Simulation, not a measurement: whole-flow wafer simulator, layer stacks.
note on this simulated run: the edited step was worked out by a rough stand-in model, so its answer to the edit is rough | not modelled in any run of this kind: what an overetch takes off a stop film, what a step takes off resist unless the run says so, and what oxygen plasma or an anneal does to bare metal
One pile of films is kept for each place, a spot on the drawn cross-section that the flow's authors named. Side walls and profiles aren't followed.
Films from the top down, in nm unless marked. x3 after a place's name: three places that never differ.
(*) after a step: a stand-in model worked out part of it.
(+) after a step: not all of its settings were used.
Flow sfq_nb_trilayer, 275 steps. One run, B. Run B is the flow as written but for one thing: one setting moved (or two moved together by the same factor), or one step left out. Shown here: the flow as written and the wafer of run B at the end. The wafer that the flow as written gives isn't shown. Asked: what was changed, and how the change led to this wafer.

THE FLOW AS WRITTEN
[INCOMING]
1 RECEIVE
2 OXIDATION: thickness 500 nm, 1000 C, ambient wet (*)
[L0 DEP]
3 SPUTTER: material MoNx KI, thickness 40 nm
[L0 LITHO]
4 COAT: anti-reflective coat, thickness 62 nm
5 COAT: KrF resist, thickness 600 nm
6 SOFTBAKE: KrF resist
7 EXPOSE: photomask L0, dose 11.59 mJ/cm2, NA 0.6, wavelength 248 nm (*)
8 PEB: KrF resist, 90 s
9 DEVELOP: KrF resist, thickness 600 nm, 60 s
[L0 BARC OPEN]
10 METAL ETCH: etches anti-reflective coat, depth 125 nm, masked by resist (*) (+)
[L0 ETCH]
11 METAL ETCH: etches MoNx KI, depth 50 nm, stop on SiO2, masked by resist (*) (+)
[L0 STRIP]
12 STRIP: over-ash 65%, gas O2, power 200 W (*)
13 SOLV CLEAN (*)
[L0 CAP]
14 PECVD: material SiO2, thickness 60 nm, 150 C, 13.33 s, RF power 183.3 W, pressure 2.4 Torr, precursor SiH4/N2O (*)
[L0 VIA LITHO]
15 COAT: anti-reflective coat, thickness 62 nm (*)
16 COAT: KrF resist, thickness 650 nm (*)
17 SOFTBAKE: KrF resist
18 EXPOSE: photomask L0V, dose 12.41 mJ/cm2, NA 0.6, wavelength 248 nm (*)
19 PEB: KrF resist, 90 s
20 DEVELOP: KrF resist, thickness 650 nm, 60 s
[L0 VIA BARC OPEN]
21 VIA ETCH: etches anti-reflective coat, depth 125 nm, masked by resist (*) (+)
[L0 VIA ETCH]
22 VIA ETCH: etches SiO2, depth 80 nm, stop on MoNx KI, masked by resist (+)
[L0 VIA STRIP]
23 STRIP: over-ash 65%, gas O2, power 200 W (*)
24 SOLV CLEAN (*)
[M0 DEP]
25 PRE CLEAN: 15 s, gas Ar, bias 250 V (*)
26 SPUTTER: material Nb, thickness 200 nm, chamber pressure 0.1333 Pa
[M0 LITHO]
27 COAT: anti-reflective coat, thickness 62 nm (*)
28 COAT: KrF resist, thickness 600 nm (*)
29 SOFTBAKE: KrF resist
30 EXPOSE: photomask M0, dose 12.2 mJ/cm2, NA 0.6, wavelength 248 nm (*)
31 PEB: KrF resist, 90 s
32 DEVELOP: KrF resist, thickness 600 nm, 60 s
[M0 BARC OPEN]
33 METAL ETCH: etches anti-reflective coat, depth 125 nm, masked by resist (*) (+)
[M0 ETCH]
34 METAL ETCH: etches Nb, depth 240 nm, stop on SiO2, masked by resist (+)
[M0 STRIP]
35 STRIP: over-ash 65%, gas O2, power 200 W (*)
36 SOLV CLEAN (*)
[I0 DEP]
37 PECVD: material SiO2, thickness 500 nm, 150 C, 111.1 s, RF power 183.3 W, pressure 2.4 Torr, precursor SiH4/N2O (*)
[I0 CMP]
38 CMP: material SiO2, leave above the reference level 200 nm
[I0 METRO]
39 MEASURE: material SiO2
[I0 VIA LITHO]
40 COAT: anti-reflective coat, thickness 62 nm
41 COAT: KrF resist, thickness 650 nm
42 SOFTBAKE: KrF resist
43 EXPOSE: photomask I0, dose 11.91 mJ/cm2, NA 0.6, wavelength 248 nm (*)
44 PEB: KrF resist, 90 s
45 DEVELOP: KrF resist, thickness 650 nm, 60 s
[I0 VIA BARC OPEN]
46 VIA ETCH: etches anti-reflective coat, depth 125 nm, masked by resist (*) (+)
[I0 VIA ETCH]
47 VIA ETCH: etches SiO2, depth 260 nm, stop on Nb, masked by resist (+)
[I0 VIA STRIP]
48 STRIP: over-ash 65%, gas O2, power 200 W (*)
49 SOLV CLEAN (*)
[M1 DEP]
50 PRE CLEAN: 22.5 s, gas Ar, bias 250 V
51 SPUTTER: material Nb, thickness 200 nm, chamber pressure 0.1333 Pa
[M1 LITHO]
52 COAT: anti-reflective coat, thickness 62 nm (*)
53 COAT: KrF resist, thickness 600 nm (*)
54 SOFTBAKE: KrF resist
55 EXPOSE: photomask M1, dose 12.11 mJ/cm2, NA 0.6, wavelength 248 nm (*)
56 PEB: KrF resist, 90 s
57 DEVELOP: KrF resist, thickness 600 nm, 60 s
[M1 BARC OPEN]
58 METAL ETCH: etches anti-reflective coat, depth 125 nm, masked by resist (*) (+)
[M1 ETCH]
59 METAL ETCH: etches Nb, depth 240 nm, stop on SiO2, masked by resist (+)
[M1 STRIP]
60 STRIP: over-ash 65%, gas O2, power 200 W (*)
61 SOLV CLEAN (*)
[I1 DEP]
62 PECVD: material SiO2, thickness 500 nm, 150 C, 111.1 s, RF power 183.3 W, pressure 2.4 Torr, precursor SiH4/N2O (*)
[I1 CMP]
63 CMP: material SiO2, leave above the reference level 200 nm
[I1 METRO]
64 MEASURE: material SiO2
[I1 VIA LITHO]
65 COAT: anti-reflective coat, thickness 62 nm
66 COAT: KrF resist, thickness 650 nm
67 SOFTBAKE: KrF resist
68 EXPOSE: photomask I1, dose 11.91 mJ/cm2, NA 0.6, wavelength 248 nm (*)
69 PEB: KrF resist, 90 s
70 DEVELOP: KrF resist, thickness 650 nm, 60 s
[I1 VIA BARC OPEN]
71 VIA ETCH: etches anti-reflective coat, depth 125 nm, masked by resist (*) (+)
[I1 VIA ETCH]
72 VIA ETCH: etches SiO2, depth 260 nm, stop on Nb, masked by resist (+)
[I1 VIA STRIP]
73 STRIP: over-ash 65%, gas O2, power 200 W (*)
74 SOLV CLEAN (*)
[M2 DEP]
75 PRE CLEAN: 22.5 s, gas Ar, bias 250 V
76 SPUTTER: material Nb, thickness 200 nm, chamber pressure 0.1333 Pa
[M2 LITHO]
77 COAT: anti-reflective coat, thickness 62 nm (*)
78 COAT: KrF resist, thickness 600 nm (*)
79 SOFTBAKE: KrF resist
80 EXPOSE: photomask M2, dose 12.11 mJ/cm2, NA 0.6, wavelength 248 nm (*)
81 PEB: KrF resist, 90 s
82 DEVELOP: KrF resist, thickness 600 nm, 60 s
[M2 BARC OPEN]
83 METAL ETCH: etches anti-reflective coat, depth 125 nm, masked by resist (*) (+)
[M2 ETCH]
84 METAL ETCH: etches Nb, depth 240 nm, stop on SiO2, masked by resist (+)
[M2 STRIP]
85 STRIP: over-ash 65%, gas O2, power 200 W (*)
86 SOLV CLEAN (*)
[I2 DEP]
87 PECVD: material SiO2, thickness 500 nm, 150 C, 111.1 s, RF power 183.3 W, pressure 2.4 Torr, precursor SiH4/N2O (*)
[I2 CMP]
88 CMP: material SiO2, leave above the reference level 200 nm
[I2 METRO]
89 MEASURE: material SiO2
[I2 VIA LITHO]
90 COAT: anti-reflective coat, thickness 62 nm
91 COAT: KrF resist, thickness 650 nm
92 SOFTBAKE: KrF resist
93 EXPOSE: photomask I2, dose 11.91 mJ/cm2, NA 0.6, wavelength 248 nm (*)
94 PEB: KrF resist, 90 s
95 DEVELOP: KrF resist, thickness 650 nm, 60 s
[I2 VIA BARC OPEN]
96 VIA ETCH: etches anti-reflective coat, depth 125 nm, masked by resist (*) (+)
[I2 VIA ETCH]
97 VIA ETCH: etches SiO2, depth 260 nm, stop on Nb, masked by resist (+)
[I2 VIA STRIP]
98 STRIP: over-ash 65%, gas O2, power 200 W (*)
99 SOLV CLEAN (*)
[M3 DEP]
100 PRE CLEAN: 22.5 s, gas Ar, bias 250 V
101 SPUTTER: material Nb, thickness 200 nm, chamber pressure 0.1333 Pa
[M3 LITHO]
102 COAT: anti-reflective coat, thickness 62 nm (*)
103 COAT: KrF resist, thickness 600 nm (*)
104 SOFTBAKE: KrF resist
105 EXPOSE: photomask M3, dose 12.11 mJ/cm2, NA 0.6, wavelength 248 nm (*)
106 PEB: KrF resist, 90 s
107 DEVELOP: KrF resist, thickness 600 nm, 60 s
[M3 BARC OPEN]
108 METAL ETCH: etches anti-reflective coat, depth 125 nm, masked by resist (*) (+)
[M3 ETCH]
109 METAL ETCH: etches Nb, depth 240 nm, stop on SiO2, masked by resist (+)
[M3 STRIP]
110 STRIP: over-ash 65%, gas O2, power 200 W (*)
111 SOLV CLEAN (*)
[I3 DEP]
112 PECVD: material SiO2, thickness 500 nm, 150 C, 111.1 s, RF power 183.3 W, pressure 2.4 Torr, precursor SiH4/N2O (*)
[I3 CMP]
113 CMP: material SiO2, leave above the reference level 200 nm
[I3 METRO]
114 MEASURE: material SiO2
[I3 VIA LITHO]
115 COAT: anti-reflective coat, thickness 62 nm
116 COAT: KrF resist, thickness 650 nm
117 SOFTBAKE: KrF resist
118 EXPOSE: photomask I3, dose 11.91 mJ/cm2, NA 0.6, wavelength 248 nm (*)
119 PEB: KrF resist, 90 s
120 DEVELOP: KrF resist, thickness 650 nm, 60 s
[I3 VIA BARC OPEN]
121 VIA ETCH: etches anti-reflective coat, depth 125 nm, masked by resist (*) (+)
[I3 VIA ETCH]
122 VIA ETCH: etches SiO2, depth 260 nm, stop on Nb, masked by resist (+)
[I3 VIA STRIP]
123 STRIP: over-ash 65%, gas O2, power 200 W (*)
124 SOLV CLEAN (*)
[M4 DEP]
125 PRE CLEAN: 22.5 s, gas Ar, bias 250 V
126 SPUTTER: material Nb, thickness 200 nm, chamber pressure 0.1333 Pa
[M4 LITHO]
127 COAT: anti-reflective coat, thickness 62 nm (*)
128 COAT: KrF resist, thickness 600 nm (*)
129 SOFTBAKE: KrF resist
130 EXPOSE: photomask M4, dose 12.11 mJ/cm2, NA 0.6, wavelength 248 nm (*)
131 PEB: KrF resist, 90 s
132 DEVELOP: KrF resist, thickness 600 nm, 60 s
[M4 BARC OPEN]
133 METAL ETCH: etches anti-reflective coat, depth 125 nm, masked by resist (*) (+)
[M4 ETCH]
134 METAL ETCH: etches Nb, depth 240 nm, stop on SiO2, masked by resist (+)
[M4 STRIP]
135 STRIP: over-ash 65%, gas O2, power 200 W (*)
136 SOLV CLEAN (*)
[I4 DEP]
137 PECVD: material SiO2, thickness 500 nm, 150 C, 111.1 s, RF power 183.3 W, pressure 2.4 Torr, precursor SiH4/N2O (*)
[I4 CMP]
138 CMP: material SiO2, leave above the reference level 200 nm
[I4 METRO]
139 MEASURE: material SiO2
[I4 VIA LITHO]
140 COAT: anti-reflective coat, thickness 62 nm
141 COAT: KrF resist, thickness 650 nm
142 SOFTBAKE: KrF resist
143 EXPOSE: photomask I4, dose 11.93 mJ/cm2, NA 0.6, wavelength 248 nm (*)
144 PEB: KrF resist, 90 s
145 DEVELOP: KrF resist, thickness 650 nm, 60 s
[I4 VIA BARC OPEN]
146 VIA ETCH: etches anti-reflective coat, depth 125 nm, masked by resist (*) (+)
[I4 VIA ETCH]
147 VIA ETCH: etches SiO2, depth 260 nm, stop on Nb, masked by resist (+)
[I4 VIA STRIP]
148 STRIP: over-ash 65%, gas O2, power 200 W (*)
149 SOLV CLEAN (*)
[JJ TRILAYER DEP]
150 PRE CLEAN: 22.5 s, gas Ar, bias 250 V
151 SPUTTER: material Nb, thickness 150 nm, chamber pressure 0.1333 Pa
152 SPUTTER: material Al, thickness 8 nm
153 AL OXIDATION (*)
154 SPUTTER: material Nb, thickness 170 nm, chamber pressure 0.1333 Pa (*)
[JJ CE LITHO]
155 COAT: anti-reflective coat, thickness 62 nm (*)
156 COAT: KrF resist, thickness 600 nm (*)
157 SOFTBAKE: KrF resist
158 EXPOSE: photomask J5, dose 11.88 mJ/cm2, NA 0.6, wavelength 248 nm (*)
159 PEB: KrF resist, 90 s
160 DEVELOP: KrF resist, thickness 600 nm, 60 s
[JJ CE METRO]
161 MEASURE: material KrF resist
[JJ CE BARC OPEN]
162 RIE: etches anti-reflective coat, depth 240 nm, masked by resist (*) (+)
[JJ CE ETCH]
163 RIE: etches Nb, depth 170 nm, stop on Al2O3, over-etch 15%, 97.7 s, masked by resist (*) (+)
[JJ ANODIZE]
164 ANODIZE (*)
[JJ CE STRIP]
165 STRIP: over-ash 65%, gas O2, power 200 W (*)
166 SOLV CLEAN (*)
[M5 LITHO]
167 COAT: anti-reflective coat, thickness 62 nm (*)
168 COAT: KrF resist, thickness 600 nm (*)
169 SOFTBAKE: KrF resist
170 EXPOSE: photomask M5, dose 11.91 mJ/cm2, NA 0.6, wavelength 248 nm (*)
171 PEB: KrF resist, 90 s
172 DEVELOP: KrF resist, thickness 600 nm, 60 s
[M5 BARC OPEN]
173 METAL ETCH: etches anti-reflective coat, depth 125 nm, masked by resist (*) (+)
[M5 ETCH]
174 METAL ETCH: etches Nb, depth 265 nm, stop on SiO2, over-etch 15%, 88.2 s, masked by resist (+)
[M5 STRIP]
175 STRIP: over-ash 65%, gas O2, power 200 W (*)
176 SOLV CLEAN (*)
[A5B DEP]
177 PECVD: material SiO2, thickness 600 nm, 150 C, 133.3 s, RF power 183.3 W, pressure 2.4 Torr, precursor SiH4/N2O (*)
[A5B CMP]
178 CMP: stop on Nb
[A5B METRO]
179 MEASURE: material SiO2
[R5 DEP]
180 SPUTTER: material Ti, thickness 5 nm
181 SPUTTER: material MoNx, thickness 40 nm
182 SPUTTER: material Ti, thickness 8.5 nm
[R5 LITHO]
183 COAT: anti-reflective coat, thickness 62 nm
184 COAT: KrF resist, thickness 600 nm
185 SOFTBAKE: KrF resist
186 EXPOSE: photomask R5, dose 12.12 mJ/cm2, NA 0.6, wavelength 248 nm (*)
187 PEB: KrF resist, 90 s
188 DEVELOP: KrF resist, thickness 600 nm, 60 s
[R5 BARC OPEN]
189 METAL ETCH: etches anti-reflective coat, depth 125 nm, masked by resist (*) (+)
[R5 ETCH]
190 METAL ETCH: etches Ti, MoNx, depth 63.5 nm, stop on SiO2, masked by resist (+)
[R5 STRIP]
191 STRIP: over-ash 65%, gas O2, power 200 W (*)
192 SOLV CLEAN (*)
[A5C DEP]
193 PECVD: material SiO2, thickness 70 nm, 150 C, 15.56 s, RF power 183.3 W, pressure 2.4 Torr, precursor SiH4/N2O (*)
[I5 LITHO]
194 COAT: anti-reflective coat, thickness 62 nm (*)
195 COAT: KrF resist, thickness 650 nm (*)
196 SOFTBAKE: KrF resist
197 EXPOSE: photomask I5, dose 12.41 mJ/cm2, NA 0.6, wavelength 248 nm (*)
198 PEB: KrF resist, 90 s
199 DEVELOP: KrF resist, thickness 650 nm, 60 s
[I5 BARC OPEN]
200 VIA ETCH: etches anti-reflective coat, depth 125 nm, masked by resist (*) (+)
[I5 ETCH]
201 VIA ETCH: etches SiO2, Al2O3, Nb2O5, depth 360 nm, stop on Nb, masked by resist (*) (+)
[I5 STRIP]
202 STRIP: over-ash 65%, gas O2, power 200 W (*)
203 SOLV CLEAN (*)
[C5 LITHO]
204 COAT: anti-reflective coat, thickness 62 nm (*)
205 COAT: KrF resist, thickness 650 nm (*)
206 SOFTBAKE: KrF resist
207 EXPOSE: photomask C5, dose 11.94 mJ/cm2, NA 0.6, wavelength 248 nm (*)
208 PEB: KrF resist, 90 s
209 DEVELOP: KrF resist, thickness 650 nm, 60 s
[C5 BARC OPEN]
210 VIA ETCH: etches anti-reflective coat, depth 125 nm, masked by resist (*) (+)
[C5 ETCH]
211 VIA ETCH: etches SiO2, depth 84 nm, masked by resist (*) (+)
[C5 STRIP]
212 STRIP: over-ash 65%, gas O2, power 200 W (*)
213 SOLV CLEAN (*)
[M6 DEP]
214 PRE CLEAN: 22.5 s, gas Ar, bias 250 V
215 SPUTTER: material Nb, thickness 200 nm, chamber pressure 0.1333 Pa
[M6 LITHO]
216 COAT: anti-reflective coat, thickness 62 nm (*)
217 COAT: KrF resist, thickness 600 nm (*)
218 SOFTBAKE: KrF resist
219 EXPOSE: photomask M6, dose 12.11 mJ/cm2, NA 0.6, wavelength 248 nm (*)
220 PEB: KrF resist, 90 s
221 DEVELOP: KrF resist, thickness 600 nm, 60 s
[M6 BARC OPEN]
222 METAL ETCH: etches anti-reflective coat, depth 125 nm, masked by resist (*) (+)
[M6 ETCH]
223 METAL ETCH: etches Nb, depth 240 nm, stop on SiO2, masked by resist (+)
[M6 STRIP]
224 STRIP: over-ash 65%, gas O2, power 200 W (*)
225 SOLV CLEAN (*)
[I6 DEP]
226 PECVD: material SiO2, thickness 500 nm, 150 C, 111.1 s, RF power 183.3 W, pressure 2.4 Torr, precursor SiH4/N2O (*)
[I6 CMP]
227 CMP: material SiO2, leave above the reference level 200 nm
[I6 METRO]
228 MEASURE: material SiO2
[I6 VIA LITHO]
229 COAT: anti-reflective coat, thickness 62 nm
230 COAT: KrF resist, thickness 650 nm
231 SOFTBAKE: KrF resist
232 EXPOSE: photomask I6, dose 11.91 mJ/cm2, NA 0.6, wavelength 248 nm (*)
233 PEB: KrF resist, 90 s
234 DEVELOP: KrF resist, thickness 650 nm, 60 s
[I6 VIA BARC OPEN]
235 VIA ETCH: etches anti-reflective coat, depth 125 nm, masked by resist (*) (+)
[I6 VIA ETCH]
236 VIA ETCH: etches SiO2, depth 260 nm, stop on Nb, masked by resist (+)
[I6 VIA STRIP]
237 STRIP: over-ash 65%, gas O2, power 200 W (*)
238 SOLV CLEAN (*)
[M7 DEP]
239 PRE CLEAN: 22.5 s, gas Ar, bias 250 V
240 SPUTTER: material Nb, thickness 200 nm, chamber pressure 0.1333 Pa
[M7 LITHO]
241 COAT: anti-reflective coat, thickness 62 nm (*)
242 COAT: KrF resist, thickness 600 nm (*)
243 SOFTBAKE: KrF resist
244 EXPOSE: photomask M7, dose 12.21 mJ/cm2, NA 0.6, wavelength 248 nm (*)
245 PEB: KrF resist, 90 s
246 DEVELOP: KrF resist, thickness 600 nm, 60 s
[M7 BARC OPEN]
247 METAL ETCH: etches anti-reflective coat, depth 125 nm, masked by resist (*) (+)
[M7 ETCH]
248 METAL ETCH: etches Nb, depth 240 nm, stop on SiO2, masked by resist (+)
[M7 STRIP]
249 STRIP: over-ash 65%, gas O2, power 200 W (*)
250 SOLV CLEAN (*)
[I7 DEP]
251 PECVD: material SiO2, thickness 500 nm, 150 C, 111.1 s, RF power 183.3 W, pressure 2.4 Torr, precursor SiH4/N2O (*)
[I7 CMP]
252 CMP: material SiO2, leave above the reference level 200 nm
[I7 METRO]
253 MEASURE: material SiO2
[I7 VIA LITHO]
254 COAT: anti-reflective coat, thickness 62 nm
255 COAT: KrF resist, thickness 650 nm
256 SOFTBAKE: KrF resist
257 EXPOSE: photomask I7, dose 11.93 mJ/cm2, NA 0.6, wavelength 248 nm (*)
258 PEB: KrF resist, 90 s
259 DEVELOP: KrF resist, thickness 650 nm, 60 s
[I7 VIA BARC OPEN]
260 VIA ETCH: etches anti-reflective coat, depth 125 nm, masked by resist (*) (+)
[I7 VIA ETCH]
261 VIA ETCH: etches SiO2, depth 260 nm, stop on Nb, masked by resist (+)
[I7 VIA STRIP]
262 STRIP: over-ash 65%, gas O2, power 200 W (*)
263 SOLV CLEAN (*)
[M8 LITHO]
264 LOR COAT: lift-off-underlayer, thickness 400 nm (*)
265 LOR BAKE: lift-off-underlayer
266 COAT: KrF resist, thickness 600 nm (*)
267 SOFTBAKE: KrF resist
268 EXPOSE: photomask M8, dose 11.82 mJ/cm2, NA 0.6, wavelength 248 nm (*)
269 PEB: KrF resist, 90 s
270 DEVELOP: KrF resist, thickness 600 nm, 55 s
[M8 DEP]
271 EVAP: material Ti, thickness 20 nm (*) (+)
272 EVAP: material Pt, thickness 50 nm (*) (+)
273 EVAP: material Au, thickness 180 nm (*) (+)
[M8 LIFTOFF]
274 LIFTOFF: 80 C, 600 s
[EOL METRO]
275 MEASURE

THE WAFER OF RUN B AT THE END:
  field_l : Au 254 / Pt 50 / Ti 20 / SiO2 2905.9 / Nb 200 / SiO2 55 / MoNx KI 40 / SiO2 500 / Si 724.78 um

The cause: step 273, EVAP: thickness 254 nm was run, where the flow has thickness 180 nm.
It can be read off the wafer: field_l has Au 254, and step 273 as written asks for 180 nm.

How the change led to this, step by step:
  273 EVAP: material Au, thickness 180 nm (*) (+)
      field_l, v_sur, via_wl and 103 more: Au +254 (new film) (as written it would be: Au +180 (new film))
  274 LIFTOFF: 80 C, 600 s
      p4_fl, p4_fm, p4_w1 and 71 more: Au -254 (all of it), Pt -50 (all of it), Ti -20 (all of it), KrF resist -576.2 (all of it), lift-off-underlayer -400 (all of it) (as written it would be: Au -180 (all of it), Pt -50 (all of it), Ti -20 (all of it), KrF resist -576.2 (all of it), lift-off-underlayer -400 (all of it))
      c5j, ce_r: Au -254 (all of it), Pt -50 (all of it), Ti -20 (all of it), KrF resist -573.3 (all of it), lift-off-underlayer -399.3 (all of it) (as written it would be: Au -180 (all of it), Pt -50 (all of it), Ti -20 (all of it), KrF resist -573.3 (all of it), lift-off-underlayer -399.3 (all of it))
      (and at 19 more places)
